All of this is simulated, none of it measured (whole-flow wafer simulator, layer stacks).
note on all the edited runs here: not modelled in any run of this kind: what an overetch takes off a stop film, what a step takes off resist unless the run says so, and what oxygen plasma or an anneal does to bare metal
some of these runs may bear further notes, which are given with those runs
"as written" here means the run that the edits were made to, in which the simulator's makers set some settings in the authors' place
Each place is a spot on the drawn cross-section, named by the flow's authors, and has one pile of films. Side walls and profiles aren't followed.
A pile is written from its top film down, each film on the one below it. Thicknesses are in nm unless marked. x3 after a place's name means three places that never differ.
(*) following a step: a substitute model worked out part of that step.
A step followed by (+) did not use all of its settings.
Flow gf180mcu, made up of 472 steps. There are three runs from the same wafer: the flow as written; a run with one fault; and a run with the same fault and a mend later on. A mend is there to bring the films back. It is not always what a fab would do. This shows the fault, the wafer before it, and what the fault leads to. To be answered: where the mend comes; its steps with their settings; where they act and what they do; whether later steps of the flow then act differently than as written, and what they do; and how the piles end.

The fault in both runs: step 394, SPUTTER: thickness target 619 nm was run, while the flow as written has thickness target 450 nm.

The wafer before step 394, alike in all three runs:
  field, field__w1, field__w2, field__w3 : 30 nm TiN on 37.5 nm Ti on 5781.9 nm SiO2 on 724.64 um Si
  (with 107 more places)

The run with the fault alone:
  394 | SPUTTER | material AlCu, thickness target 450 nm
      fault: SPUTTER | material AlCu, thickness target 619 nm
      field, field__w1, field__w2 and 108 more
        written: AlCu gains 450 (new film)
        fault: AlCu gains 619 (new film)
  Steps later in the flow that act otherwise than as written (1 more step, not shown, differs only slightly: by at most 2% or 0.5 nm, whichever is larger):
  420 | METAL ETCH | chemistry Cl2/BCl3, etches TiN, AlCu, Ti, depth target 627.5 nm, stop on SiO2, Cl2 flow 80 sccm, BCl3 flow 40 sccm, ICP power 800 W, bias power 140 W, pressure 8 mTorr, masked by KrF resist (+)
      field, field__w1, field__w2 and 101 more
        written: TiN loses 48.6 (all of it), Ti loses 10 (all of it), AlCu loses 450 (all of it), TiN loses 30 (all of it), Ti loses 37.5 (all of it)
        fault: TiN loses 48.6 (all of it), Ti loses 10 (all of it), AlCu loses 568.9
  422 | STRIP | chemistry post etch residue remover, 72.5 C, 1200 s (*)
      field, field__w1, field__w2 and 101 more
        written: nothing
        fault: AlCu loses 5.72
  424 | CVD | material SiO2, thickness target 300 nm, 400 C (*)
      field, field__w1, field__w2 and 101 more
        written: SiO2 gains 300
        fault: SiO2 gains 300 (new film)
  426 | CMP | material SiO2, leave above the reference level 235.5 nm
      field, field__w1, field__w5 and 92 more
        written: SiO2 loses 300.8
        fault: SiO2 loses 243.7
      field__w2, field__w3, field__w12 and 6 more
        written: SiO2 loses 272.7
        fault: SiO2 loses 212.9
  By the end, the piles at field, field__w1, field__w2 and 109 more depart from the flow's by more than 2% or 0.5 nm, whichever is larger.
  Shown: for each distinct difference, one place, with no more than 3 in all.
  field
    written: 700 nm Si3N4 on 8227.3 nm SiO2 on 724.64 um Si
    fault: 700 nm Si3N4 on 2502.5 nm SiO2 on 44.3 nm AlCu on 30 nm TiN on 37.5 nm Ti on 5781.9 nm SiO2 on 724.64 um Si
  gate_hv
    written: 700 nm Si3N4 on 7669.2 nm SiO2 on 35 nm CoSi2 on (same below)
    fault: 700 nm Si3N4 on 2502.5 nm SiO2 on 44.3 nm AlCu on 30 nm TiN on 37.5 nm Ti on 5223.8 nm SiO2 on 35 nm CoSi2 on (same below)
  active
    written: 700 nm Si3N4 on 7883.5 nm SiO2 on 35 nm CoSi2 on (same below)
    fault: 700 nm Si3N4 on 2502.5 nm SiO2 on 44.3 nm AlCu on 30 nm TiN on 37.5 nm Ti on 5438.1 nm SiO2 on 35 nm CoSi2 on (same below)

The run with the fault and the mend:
  The mend follows step 394.
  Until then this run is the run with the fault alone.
  394a | METAL ETCH | chemistry Cl2/BCl3, etches TiN, AlCu, Ti, depth target 169 nm, Cl2 flow 80 sccm, BCl3 flow 40 sccm, ICP power 800 W, bias power 140 W, pressure 8 mTorr (the flow's step 260 again, with other settings)
      field, field__w1, field__w2 and 108 more
        AlCu loses 169
  None of the later steps of the flow acts differently than as written at any place that is followed.
  By the end, the piles equal the flow's at every place that both follow.
